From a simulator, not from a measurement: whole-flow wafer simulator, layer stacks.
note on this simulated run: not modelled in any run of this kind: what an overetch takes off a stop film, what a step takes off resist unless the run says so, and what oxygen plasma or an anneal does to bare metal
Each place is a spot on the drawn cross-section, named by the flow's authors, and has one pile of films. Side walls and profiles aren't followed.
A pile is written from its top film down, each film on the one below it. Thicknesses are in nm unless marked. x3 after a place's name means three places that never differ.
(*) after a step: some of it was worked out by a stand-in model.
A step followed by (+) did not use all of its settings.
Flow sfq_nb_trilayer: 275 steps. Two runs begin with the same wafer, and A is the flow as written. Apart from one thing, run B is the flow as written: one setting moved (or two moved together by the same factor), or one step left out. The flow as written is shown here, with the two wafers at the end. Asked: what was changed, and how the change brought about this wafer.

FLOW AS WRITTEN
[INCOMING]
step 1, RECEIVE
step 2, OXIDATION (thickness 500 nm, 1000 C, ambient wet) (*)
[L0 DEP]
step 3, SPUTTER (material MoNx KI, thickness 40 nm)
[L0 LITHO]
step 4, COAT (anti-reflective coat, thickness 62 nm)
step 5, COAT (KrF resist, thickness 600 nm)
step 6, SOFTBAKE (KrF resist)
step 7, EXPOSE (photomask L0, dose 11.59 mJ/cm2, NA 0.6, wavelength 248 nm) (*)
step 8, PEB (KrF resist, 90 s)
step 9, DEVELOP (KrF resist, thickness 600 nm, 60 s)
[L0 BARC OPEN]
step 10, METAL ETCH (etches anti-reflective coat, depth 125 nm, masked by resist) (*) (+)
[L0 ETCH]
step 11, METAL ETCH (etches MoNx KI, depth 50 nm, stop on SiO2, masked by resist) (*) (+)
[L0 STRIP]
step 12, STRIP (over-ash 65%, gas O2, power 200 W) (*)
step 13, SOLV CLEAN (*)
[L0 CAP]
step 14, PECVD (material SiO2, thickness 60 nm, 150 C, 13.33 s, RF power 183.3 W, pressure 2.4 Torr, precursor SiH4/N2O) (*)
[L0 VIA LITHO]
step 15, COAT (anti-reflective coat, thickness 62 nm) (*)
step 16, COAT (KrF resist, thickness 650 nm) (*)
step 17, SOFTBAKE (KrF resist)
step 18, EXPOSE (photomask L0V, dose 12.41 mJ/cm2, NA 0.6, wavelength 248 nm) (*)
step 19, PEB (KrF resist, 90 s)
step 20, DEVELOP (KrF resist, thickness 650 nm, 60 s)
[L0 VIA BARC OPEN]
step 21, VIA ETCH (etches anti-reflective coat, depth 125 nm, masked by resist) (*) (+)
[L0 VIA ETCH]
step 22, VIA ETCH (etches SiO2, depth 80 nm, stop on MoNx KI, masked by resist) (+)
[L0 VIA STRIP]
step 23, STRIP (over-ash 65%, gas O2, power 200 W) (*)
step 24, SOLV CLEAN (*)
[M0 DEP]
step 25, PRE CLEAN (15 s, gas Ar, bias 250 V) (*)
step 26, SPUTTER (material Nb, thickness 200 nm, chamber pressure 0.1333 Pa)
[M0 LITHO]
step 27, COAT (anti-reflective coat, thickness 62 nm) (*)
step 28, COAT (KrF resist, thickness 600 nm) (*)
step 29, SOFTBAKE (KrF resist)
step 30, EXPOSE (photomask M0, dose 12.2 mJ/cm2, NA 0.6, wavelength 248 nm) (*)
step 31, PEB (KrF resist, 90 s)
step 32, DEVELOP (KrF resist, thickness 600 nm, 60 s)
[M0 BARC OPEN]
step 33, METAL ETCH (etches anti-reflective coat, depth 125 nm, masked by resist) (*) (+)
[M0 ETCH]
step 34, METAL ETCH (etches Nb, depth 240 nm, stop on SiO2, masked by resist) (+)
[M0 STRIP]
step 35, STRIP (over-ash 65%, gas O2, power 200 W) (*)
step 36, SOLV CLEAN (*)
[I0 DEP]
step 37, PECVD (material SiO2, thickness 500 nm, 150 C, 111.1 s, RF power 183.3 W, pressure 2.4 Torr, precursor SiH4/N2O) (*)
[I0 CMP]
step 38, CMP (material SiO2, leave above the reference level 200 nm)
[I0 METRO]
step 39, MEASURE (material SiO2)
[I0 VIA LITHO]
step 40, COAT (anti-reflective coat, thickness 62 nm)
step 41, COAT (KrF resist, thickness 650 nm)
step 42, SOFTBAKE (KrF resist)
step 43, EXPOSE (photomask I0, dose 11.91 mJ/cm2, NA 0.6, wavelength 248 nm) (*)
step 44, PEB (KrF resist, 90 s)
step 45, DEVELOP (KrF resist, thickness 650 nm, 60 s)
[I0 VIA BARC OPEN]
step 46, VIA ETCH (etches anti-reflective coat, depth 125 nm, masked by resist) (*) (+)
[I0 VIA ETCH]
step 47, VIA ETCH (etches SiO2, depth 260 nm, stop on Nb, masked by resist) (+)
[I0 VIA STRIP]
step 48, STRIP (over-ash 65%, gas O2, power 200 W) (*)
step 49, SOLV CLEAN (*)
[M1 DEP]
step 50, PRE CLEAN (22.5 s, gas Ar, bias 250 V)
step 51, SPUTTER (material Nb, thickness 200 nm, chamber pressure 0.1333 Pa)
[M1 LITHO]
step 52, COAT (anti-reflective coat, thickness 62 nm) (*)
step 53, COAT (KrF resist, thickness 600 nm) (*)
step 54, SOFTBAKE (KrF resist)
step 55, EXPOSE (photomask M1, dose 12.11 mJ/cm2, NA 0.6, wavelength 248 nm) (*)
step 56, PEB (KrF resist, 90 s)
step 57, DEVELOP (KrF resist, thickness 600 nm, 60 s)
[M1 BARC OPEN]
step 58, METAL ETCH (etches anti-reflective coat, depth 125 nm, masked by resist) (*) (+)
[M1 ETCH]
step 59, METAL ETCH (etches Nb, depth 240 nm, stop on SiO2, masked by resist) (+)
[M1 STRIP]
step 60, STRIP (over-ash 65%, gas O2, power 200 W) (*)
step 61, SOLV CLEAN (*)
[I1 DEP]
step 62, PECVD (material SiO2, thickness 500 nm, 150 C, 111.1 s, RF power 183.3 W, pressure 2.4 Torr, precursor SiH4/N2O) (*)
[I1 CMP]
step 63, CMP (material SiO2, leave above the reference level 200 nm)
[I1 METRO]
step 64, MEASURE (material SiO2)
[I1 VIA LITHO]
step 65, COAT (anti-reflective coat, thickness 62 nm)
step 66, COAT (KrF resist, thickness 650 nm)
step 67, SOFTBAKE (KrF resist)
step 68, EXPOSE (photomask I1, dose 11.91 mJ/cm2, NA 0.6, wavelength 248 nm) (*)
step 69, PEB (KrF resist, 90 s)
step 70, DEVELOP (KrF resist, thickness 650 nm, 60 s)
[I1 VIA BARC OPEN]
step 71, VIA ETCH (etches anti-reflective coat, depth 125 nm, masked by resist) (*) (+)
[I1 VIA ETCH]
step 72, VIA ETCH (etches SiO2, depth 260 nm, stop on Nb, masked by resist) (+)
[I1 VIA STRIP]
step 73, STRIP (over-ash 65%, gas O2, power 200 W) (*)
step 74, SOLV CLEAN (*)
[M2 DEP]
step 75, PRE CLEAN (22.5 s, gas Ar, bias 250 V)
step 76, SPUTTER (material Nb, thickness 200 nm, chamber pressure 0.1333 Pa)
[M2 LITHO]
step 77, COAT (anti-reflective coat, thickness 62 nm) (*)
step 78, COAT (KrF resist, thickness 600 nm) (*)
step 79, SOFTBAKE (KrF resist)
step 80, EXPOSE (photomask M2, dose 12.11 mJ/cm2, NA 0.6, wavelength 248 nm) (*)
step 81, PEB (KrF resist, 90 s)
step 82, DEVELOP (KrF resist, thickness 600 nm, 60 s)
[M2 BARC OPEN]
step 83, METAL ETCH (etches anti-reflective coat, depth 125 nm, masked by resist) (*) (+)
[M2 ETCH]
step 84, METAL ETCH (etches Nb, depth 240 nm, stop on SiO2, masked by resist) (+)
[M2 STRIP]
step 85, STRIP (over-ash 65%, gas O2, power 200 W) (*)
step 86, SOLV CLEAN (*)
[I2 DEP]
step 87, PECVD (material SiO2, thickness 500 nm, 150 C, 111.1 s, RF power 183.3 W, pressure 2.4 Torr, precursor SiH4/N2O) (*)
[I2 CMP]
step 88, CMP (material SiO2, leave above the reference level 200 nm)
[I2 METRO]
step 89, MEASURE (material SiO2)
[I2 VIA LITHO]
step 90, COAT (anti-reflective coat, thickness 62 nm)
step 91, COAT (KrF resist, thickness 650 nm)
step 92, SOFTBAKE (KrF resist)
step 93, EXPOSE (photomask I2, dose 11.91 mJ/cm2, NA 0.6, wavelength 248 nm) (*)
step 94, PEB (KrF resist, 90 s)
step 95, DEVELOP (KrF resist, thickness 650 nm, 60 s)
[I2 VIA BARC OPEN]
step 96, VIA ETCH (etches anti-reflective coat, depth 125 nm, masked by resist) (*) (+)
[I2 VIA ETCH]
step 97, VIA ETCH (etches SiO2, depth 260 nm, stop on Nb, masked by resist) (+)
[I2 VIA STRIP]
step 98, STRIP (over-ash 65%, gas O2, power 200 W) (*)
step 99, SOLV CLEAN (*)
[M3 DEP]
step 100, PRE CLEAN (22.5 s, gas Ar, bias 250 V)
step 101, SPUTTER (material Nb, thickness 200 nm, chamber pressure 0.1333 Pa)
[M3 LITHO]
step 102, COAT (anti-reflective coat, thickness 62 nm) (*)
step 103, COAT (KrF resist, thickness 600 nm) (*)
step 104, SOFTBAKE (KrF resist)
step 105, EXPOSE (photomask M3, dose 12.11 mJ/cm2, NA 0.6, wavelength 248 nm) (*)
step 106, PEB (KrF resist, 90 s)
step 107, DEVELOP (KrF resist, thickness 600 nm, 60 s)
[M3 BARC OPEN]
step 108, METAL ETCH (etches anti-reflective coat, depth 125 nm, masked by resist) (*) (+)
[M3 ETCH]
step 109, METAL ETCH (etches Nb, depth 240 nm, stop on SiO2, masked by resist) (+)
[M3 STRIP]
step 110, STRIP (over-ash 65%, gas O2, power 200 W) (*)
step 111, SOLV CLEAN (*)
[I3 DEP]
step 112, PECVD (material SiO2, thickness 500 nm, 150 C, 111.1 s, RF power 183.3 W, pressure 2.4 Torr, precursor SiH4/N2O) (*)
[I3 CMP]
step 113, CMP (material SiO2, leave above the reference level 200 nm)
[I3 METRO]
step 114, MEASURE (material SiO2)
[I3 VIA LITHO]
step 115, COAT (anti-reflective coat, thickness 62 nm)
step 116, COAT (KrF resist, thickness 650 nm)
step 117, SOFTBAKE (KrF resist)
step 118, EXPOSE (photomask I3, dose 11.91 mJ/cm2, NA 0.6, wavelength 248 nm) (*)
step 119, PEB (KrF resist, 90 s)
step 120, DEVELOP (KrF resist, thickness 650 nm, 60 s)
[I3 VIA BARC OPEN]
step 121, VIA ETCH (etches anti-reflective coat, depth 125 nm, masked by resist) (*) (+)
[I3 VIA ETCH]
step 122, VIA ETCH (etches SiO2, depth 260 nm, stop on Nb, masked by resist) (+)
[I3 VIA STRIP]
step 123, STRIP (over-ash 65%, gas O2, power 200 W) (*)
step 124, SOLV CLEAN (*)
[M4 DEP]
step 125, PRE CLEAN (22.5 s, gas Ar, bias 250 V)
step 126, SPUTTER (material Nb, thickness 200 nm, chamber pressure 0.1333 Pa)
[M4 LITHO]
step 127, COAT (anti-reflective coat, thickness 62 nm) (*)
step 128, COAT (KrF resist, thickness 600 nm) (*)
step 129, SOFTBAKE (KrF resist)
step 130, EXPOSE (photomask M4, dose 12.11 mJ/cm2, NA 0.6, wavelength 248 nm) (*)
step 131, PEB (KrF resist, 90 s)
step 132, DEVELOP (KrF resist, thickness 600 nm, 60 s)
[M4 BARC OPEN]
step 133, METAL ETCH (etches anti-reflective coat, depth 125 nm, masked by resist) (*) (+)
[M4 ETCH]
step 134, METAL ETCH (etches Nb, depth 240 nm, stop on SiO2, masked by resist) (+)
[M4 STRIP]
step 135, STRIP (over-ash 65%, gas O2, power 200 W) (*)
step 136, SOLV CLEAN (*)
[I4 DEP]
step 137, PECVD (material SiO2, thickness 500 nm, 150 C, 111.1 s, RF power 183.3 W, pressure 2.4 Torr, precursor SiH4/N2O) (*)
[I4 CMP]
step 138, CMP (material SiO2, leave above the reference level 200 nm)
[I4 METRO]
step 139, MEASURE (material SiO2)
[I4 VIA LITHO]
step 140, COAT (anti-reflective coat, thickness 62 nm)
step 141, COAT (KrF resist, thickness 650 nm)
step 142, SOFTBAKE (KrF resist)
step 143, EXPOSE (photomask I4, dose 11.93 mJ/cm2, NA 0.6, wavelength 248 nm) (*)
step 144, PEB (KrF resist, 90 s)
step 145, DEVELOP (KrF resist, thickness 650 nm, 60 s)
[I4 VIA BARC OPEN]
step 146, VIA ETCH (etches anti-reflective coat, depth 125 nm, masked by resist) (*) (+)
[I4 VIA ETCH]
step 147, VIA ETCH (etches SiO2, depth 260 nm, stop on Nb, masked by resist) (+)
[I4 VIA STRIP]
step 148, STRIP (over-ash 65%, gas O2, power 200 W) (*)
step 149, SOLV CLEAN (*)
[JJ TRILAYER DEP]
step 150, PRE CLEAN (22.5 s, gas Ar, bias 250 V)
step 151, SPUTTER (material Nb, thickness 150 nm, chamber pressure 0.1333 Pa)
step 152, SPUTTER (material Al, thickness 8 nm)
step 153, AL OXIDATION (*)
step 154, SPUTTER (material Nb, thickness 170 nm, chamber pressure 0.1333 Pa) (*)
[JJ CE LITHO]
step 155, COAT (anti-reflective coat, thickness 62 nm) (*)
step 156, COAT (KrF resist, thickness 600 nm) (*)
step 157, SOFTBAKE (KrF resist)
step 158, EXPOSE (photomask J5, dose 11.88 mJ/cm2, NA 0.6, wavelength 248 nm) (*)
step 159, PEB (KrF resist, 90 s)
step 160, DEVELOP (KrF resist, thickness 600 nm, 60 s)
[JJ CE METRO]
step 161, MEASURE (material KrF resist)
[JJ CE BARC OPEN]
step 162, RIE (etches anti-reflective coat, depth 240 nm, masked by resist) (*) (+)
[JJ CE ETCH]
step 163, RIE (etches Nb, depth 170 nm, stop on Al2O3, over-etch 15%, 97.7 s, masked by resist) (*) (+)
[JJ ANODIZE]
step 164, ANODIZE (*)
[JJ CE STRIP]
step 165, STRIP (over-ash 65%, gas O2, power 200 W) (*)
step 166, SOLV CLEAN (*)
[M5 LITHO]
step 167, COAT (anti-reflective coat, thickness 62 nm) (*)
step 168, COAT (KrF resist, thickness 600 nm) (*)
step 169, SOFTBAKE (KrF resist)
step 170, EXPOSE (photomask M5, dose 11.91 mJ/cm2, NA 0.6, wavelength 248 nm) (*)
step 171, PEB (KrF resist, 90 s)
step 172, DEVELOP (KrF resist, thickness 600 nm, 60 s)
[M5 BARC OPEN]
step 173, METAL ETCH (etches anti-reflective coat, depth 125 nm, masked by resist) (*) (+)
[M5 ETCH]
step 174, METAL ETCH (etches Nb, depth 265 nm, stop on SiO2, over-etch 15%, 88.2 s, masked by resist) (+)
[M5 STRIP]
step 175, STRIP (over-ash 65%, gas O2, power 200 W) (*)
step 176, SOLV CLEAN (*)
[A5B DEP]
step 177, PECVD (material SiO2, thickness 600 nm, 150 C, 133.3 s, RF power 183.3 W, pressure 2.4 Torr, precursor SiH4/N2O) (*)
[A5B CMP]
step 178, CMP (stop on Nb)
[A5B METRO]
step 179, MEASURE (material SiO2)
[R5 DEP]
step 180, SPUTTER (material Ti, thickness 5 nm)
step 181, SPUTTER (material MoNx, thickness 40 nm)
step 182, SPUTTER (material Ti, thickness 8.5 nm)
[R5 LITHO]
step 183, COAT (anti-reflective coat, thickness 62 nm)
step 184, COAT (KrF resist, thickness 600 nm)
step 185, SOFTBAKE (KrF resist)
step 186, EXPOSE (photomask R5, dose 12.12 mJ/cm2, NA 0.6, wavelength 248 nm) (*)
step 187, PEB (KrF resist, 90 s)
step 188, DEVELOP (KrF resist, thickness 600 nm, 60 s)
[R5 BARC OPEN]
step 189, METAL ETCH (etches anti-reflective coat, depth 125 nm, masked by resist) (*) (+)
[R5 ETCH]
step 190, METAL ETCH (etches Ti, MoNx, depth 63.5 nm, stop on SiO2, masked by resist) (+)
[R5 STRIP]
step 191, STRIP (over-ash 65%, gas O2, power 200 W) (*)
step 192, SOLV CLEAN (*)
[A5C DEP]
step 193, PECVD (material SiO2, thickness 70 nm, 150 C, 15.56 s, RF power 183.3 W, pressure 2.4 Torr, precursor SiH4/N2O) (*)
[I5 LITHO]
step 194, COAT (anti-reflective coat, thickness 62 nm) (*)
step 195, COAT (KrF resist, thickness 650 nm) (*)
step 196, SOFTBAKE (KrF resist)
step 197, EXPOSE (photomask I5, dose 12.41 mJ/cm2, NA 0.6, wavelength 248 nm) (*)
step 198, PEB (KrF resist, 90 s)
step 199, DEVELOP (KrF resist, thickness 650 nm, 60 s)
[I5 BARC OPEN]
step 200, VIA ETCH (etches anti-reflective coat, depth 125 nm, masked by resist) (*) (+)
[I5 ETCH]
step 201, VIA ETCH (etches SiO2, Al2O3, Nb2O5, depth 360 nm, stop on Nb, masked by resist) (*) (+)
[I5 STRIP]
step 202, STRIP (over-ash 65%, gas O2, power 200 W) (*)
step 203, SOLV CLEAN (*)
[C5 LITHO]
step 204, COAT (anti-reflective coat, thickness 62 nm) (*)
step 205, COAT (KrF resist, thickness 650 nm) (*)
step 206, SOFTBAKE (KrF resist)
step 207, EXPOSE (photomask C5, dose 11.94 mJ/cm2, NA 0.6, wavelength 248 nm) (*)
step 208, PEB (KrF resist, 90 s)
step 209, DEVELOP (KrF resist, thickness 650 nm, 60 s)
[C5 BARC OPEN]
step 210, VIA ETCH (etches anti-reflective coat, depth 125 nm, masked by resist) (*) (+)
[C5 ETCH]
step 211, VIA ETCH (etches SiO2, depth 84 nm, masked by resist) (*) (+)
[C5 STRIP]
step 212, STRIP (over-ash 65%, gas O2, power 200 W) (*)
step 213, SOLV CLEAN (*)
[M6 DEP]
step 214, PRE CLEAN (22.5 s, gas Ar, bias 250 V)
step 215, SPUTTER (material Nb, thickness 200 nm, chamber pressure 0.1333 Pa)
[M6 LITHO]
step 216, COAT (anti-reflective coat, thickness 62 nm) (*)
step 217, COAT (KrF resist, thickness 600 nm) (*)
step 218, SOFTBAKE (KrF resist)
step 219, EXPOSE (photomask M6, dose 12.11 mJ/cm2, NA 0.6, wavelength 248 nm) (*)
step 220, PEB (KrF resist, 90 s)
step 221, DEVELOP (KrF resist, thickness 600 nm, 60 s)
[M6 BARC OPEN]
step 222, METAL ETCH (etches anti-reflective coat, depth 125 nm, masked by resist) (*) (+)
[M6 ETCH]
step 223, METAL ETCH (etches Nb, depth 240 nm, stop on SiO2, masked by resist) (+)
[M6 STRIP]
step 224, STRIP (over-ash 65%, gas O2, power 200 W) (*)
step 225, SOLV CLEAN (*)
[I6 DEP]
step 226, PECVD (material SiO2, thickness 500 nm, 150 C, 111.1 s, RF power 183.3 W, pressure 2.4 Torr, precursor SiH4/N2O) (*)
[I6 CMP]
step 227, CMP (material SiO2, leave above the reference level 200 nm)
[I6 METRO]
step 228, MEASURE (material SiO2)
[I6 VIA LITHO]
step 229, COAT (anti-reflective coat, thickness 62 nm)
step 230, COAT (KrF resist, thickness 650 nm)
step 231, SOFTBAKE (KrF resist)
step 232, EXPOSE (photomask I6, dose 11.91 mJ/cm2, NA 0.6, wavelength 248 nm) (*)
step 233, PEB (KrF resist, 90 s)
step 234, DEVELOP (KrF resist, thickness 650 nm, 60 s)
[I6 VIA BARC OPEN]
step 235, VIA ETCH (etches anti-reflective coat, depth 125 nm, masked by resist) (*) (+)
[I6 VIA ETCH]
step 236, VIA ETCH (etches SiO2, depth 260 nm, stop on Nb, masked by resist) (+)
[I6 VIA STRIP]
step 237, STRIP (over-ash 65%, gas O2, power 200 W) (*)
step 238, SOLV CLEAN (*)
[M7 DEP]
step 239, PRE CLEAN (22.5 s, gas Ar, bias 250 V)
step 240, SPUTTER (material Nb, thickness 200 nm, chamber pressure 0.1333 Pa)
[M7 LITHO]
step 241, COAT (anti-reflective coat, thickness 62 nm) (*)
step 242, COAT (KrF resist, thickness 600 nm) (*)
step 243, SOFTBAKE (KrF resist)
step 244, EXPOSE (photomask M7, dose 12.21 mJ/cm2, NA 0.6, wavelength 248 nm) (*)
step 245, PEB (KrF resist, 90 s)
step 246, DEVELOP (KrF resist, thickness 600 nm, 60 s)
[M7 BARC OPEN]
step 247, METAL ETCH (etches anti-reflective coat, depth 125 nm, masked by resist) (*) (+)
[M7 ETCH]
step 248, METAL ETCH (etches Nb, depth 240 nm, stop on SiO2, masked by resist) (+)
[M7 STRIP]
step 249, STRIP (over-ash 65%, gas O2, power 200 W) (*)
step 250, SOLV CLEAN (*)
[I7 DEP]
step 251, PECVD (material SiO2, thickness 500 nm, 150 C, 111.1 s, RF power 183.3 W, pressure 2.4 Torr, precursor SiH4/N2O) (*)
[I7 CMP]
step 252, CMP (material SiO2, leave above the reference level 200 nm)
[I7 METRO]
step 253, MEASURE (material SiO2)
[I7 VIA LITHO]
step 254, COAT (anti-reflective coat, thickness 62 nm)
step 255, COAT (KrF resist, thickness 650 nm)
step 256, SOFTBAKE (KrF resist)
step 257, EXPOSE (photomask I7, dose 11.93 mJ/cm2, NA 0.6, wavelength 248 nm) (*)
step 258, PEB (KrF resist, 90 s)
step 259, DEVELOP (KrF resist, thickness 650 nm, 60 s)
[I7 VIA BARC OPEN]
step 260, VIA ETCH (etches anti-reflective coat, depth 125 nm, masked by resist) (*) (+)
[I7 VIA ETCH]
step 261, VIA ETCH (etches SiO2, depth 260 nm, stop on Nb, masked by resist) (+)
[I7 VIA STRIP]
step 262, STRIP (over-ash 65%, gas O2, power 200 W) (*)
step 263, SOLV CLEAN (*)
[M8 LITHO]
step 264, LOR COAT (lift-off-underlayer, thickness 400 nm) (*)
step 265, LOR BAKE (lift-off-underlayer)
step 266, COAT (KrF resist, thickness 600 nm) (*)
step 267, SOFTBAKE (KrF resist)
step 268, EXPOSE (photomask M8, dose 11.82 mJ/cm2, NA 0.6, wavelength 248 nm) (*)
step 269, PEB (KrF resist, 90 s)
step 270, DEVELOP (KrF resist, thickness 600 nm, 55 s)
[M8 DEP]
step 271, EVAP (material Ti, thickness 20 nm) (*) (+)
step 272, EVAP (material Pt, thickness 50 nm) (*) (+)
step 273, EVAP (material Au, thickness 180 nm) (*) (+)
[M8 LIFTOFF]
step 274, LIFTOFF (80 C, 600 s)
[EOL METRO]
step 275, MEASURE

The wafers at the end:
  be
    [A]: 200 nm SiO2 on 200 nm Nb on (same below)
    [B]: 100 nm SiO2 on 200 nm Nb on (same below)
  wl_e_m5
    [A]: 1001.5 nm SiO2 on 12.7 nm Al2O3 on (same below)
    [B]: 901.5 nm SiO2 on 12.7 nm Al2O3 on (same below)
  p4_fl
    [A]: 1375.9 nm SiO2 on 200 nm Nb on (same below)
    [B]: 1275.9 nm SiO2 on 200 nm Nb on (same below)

The reason: step 252, CMP: leave above the reference level 100 nm was run, though the flow has leave above the reference level 200 nm.
The wafer lets one read it off: be has SiO2 100, and step 252 as written asks for 200 nm.

The path from the change to this, step by step:
  step 252, CMP (material SiO2, leave above the reference level 200 nm)
      field_l, p4_fl, p4_fm and 56 more: A -100 SiO2 | B -200 SiO2
      v_sur, via_wl, via_w and 37 more: A -300 SiO2 | B -400 SiO2
      (as well as at 7 more places)
  step 261, VIA ETCH (etches SiO2, depth 260 nm, stop on Nb, masked by resist) (+)
      field_l, v_sur, via_sp and 100 more: A -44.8 KrF resist | B -25.8 KrF resist
      via_wl, via_w, via_wr: A -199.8 SiO2 (all of it) | B -99.8 SiO2 (all of it)
  step 262, STRIP (over-ash 65%, gas O2, power 200 W) (*)
      field_l, v_sur, via_sp and 100 more: A -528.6 KrF resist (all of it), -62 anti-reflective coat (all of it) | B -547.6 KrF resist (all of it), -62 anti-reflective coat (all of it)
  step 264, LOR COAT (lift-off-underlayer, thickness 400 nm) (*)
      via_wl, via_wr: A +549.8 lift-off-underlayer (new film) | B +474.9 lift-off-underlayer (new film)
      v_sur: A +369.4 lift-off-underlayer (new film) | B +384.7 lift-off-underlayer (new film)
      (as well as at 2 more places)
  step 266, COAT (KrF resist, thickness 600 nm) (*)
      via_wl: A +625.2 KrF resist (new film) | B +612.6 KrF resist (new film)
      via_w: A +636.8 KrF resist (new film) | B +618.4 KrF resist (new film)
      (as well as at 1 more place)
  step 270, DEVELOP (KrF resist, thickness 600 nm, 55 s)
      v_sur: A -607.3 KrF resist (all of it), -369.4 lift-off-underlayer (all of it) | B -603 KrF resist (all of it), -384.7 lift-off-underlayer (all of it)
      via_wl: A -623.9 KrF resist (all of it), -549.8 lift-off-underlayer (all of it) | B -611.3 KrF resist (all of it), -474.9 lift-off-underlayer (all of it)
      (as well as at 3 more places)
